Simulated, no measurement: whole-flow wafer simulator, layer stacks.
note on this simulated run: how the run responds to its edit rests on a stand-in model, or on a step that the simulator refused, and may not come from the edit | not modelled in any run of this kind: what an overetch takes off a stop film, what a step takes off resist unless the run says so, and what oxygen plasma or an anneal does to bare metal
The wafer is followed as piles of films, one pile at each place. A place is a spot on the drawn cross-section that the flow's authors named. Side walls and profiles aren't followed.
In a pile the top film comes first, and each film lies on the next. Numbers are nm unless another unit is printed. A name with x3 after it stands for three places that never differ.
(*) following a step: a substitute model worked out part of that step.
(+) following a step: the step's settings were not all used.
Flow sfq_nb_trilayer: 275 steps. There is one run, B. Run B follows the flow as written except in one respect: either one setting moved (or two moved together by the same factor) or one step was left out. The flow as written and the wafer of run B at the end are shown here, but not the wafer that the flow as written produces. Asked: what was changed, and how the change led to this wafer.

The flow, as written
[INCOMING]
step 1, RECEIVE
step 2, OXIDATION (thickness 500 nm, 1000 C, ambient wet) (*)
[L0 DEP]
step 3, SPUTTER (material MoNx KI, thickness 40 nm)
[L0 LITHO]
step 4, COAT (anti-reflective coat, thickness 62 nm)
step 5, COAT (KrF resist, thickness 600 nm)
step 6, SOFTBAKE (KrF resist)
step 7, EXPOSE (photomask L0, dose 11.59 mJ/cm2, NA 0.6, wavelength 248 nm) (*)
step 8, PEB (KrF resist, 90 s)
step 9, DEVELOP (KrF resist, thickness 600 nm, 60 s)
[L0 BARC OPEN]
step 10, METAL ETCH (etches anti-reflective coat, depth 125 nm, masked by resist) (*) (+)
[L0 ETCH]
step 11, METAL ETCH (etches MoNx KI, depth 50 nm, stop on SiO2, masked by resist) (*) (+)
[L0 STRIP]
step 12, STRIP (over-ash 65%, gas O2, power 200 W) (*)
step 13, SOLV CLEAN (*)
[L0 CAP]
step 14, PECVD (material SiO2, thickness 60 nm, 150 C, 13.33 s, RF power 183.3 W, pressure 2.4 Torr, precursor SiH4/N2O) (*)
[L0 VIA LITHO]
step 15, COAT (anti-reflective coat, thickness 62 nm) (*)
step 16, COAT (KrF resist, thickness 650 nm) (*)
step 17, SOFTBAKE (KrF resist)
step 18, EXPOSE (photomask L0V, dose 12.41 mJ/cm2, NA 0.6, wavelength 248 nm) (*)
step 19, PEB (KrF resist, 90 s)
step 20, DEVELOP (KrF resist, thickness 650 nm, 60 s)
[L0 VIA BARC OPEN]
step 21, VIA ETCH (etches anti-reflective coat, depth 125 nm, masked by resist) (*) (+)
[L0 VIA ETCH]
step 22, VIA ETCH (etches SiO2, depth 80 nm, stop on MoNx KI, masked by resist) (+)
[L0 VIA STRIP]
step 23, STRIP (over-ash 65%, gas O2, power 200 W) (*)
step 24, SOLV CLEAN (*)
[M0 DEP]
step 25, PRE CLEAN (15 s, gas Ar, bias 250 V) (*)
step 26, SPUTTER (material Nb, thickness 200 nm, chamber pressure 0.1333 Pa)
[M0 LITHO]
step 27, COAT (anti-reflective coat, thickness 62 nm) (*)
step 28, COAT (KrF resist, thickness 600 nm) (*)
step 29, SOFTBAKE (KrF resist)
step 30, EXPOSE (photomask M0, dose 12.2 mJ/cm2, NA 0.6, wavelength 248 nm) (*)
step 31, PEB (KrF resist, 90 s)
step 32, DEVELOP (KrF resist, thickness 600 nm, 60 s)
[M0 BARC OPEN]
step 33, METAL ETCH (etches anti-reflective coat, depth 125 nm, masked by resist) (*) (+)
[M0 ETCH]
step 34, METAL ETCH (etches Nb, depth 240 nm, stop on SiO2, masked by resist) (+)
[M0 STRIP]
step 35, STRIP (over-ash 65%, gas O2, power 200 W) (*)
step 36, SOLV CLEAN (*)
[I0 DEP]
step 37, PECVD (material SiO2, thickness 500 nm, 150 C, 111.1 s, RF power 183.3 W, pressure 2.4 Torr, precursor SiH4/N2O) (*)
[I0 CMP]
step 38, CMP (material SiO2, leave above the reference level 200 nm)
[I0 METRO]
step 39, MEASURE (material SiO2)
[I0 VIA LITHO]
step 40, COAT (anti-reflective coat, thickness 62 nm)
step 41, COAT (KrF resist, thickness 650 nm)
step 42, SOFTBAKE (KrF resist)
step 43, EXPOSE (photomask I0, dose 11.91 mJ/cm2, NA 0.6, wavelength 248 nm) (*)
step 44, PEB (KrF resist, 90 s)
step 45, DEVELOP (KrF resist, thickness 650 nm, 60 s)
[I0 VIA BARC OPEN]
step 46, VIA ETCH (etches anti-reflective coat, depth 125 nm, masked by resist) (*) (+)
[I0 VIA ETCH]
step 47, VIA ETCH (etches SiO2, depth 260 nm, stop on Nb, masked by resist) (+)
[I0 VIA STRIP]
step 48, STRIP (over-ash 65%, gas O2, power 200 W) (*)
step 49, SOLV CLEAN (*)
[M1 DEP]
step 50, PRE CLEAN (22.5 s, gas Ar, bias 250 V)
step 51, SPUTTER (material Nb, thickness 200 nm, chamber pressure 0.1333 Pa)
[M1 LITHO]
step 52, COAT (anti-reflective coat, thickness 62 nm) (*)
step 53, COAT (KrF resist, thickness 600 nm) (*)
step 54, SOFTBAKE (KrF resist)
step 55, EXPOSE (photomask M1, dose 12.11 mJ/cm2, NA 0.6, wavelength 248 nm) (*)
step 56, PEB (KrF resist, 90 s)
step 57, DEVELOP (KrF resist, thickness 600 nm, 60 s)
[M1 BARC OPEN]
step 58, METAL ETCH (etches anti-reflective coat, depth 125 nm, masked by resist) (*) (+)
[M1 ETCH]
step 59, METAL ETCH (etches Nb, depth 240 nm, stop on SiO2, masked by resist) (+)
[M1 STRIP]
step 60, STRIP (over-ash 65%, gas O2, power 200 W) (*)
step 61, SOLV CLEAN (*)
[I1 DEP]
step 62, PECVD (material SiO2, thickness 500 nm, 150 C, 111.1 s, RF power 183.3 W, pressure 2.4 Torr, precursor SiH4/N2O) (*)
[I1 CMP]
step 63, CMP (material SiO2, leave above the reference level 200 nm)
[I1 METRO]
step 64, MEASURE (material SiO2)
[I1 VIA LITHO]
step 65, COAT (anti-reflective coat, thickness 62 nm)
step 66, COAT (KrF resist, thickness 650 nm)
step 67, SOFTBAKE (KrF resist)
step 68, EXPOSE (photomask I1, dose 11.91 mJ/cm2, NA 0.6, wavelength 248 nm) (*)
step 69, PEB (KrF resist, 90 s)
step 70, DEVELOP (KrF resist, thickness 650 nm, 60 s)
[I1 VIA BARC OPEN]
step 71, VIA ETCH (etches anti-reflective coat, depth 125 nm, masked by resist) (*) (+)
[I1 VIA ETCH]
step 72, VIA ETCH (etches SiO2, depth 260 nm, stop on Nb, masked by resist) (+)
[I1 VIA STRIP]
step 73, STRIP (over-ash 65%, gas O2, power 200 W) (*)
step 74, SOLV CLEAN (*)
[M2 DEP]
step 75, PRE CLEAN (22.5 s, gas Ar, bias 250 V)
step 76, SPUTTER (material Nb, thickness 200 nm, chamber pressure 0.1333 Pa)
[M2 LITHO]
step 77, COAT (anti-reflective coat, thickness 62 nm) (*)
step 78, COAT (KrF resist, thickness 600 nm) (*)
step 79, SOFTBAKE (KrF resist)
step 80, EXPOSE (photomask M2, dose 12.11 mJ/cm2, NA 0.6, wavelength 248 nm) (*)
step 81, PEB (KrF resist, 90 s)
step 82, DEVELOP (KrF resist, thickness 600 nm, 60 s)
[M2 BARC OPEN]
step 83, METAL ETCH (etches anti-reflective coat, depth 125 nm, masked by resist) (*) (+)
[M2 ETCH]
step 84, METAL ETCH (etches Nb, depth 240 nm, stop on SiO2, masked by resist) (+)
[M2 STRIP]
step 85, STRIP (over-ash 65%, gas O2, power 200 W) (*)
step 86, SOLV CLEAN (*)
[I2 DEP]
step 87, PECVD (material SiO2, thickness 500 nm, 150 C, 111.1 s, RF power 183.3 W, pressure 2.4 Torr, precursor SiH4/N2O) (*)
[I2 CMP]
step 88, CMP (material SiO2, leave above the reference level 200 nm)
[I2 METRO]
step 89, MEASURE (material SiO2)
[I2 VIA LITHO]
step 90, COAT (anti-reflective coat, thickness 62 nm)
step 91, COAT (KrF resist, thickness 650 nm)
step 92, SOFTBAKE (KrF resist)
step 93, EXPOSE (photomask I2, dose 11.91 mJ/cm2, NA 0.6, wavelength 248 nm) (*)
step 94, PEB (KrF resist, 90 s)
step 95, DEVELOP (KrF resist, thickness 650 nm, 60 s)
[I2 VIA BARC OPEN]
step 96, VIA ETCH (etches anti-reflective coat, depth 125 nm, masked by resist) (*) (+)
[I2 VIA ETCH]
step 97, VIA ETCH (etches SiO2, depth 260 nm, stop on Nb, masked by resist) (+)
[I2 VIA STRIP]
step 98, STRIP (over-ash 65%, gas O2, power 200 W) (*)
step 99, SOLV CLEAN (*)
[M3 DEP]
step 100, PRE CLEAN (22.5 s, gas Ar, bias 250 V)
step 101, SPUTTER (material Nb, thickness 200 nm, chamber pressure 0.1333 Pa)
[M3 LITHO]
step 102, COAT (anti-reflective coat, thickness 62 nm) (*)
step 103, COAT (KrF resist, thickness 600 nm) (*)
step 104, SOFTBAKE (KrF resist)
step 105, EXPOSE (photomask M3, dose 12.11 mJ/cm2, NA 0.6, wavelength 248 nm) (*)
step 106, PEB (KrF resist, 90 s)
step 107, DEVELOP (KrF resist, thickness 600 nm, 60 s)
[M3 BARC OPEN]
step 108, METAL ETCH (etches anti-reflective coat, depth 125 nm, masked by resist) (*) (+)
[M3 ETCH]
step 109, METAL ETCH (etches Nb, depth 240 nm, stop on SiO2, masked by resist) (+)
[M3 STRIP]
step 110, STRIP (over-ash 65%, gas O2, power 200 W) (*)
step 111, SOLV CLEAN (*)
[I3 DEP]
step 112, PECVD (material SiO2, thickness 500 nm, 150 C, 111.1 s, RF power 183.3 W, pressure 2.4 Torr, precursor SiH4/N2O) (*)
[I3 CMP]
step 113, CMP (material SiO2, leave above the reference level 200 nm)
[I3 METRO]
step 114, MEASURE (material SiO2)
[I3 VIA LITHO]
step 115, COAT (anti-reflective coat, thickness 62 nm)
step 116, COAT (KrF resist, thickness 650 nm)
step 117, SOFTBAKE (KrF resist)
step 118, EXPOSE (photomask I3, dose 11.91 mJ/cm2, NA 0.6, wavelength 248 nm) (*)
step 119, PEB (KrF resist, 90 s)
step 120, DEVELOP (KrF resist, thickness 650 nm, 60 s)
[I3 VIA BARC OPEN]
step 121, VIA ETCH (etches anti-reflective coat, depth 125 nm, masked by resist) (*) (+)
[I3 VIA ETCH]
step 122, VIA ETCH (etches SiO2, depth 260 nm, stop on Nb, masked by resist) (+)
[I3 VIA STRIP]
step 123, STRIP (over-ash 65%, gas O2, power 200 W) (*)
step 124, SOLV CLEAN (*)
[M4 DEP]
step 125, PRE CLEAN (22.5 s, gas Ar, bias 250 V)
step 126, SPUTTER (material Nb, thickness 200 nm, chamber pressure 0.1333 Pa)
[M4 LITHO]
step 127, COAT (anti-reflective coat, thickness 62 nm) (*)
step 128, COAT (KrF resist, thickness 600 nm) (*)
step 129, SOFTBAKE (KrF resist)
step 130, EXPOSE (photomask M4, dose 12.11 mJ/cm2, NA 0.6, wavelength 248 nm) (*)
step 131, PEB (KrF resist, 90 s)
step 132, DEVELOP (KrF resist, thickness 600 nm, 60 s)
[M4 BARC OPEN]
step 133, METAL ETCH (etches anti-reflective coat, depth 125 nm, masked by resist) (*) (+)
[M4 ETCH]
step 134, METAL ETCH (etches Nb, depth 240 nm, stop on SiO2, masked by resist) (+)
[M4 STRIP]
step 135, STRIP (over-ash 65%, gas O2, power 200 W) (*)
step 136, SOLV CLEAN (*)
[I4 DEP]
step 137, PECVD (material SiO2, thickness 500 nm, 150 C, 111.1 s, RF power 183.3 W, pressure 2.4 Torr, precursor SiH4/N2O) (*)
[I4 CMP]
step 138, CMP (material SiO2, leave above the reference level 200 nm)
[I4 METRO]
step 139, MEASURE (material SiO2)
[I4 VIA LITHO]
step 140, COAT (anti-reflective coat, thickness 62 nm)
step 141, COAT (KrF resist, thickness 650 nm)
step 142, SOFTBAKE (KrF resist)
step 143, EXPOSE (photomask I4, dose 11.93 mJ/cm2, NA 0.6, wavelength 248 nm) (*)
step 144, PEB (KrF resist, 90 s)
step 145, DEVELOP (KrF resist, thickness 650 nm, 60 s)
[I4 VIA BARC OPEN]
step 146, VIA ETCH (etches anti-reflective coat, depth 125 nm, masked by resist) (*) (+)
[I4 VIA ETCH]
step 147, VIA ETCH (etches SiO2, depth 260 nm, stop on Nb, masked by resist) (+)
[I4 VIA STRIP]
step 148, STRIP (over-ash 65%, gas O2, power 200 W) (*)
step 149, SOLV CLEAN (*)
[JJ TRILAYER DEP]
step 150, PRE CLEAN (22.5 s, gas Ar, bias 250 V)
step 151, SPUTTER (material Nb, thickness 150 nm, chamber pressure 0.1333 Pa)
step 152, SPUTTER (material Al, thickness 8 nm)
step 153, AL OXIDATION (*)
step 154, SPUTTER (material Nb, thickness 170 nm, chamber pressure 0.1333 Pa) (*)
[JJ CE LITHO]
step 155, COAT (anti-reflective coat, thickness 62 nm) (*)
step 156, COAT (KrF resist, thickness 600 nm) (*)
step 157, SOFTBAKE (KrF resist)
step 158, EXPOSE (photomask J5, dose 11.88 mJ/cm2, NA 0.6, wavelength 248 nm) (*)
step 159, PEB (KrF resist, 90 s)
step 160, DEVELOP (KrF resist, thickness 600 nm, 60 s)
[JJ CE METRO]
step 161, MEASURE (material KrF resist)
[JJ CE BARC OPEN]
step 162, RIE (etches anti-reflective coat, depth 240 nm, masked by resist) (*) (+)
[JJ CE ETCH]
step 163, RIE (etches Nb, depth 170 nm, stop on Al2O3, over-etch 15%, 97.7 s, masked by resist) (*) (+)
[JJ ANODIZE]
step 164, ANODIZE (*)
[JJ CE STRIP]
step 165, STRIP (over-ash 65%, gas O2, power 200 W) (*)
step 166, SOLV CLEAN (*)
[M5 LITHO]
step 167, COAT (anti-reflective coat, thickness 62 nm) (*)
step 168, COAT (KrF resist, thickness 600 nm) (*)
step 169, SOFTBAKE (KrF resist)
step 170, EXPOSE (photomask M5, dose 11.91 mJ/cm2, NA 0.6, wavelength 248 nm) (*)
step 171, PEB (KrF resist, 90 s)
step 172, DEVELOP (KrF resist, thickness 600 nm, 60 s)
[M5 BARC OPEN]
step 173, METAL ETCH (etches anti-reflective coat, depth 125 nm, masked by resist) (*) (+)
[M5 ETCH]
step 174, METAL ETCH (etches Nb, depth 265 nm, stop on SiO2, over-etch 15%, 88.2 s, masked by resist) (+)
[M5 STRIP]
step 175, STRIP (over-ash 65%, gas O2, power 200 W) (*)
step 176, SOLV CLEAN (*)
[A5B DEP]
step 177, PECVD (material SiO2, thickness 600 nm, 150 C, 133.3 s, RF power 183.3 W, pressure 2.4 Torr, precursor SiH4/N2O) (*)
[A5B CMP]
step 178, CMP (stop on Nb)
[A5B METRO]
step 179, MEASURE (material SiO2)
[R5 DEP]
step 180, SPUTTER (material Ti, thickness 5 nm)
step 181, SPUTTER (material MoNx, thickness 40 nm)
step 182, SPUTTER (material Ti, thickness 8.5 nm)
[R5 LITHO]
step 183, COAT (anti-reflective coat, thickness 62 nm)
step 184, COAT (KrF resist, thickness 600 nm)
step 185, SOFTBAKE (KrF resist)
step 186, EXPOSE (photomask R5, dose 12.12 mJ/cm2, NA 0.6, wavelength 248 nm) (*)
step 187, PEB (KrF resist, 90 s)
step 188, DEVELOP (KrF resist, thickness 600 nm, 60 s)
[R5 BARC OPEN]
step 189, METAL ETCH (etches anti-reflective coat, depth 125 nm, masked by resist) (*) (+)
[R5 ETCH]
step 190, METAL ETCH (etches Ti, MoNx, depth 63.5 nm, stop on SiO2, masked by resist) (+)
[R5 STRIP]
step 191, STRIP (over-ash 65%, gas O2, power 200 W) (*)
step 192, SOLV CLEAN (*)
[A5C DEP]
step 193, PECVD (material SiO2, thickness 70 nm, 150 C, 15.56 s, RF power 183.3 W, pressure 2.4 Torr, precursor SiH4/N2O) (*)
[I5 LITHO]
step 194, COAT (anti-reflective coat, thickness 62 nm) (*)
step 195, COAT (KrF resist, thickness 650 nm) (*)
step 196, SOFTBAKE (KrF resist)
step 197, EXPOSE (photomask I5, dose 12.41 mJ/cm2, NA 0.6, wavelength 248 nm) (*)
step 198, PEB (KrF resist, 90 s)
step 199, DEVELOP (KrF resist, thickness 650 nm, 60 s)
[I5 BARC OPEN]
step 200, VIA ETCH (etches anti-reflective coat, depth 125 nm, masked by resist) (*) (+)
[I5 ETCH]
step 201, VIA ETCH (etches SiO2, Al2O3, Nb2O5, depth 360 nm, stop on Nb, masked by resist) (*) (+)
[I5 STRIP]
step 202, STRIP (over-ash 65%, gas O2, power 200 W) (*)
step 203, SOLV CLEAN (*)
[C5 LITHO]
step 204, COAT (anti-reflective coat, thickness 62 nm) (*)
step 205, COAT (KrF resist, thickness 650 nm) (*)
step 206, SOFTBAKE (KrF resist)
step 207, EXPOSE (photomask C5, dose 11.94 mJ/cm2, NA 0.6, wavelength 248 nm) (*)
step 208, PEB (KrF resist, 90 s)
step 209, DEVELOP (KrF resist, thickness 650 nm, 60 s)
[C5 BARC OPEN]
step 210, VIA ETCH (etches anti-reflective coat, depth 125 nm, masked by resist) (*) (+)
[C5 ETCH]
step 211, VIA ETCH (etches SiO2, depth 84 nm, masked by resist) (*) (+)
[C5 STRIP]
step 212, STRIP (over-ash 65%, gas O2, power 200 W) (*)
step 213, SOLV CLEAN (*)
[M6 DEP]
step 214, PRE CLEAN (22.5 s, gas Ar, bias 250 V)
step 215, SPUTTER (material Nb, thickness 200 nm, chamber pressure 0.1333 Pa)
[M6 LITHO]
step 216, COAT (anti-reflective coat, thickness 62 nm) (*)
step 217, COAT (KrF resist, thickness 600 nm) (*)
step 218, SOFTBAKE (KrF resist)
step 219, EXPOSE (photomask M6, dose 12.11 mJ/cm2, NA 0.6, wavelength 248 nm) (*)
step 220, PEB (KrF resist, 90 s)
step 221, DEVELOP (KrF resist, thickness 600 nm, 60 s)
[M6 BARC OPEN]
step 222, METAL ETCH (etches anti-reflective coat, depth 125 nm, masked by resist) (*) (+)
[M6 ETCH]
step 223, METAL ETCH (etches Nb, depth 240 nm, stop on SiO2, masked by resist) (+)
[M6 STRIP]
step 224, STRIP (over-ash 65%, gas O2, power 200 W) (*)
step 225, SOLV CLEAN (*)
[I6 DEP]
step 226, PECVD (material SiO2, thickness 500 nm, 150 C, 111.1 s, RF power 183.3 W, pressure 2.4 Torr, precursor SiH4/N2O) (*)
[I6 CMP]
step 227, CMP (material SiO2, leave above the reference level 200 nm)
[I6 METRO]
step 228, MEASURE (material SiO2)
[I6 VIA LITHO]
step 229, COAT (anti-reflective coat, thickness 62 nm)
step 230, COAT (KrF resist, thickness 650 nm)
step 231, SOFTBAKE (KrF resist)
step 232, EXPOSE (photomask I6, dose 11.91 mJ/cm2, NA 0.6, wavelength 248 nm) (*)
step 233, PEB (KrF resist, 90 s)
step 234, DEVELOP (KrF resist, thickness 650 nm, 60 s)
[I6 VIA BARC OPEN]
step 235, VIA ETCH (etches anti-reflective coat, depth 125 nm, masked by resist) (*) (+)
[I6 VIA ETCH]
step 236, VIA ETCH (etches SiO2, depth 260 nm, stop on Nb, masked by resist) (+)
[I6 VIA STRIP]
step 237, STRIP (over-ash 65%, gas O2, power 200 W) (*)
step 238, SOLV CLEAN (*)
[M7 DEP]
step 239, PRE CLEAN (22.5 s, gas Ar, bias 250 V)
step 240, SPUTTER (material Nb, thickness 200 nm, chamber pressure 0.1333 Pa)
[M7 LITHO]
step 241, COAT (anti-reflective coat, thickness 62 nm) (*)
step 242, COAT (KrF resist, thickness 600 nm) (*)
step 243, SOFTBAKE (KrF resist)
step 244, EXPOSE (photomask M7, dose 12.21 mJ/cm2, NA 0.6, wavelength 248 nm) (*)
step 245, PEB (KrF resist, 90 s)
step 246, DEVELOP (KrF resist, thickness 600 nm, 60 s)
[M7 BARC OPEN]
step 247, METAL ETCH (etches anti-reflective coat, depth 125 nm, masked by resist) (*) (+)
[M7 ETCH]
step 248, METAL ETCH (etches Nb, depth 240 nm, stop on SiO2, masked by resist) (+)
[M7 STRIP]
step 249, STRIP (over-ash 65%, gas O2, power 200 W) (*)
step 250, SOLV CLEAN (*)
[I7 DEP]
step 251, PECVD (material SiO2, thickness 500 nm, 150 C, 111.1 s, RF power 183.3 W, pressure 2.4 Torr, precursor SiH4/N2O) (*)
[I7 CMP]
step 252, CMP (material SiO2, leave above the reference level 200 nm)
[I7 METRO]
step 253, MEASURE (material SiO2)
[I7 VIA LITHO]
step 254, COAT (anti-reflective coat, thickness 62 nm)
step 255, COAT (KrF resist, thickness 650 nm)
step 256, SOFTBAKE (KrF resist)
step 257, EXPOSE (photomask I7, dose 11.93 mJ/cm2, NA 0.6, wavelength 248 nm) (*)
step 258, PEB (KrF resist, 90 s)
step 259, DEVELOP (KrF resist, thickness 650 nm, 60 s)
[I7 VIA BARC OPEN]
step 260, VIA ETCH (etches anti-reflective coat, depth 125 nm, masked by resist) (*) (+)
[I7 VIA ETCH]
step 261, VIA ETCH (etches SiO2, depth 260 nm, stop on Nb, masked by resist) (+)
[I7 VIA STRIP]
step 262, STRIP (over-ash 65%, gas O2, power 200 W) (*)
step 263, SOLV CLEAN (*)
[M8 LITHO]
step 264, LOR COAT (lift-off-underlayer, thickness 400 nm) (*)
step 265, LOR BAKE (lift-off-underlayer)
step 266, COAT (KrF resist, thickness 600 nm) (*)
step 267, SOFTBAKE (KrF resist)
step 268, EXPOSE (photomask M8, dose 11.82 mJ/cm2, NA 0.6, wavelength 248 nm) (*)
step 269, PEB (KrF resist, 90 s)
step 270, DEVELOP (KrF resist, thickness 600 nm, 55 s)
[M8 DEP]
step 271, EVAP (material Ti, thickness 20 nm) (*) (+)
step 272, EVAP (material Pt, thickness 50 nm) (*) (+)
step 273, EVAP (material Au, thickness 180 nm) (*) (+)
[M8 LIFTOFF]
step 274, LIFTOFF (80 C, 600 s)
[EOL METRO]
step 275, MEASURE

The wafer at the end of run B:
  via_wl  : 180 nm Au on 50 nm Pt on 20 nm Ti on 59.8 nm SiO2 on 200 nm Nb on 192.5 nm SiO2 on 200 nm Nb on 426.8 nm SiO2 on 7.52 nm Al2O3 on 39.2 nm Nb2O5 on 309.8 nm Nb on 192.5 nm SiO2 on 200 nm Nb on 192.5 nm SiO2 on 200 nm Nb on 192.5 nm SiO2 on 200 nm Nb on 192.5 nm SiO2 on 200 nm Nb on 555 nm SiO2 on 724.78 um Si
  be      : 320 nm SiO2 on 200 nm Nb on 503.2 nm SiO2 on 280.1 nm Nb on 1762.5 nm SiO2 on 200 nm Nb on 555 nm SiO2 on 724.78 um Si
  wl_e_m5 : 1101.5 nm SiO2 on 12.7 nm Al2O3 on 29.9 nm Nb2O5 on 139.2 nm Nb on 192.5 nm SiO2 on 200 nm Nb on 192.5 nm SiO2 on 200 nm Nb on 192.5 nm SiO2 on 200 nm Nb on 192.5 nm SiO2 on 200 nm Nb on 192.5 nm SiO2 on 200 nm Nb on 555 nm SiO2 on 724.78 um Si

The reason: step 252, CMP: leave above the reference level 320 nm was run, whereas the flow has leave above the reference level 200 nm.
The wafer lets one read it off: be has SiO2 320, and step 252 as written asks for 200 nm.

Step by step, how the change led to this:
  step 252, CMP (material SiO2, leave above the reference level 200 nm)
      field_l, p4_fl, p4_fm and 56 more: nothing (in the flow as written it would be: -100 SiO2)
      field_r, lsp_l: nothing (in the flow as written it would be: -77.7 SiO2)
      (also at 45 further places)
  step 254, COAT (anti-reflective coat, thickness 62 nm)
      m0r_space_l, m0r_space_r, m6r_space_l, m6r_space_r: +65 anti-reflective coat (new film) (in the flow as written it would be: +62 anti-reflective coat (new film))
      l0r_line_l, m5r_space_l, m5r_space_r: +63.8 anti-reflective coat (new film) (in the flow as written it would be: +62 anti-reflective coat (new film))
      (also at 25 further places)
  step 255, COAT (KrF resist, thickness 650 nm)
      lsp_l: +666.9 KrF resist (new film) (in the flow as written it would be: +650 KrF resist (new film))
  step 261, VIA ETCH (etches SiO2, depth 260 nm, stop on Nb, masked by resist) (+)
      via_wl, via_w, via_wr: -260 SiO2 (in the flow as written it would be: -199.8 SiO2 (all of it))
  step 262, STRIP (over-ash 65%, gas O2, power 200 W) (*)
      m0r_space_l, m0r_space_r, m6r_space_l, m6r_space_r: -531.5 KrF resist (all of it), -65 anti-reflective coat (all of it) (in the flow as written it would be: -528.6 KrF resist (all of it), -62 anti-reflective coat (all of it))
      m5r_space_l, m5r_space_r: -531.5 KrF resist (all of it), -63.8 anti-reflective coat (all of it) (in the flow as written it would be: -528.6 KrF resist (all of it), -62 anti-reflective coat (all of it))
      (also at 26 further places)
  step 264, LOR COAT (lift-off-underlayer, thickness 400 nm) (*)
      v_sur: +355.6 lift-off-underlayer (new film) (in the flow as written it would be: +369.4 lift-off-underlayer (new film))
      via_wl: +588.4 lift-off-underlayer (new film) (in the flow as written it would be: +549.8 lift-off-underlayer (new film))
      (also at 10 further places)
  step 270, DEVELOP (KrF resist, thickness 600 nm, 55 s)
      v_sur: -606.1 KrF resist (all of it), -355.6 lift-off-underlayer (all of it) (in the flow as written it would be: -607.3 KrF resist (all of it), -369.4 lift-off-underlayer (all of it))
      via_wl: -630 KrF resist (all of it), -588.4 lift-off-underlayer (all of it) (in the flow as written it would be: -623.9 KrF resist (all of it), -549.8 lift-off-underlayer (all of it))
      (also at 3 further places)
  step 274, LIFTOFF (80 C, 600 s)
      moat: -180 Au (all of it), -50 Pt (all of it), -20 Ti (all of it), -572 KrF resist (all of it), -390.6 lift-off-underlayer (all of it) (in the flow as written it would be: -180 Au (all of it), -50 Pt (all of it), -20 Ti (all of it), -573.5 KrF resist (all of it), -399.6 lift-off-underlayer (all of it))
      field_r: -180 Au (all of it), -50 Pt (all of it), -20 Ti (all of it), -577.1 KrF resist (all of it), -426.1 lift-off-underlayer (all of it) (in the flow as written it would be: -180 Au (all of it), -50 Pt (all of it), -20 Ti (all of it), -573.5 KrF resist (all of it), -399.6 lift-off-underlayer (all of it))
      (also at 5 further places)
Taking metal films that touch as one body, via_wl has 8 bodies (between them, from the top down: SiO2 59.8; SiO2 192.5; SiO2 426.8 / Al2O3 7.52 / Nb2O5 39.2; SiO2 192.5; SiO2 192.5; SiO2 192.5; SiO2 192.5); the flow as written gives 7 bodies (between them, from the top down: SiO2 192.5; SiO2 426.8 / Al2O3 7.52 / Nb2O5 39.2; SiO2 192.5; SiO2 192.5; SiO2 192.5; SiO2 192.5).
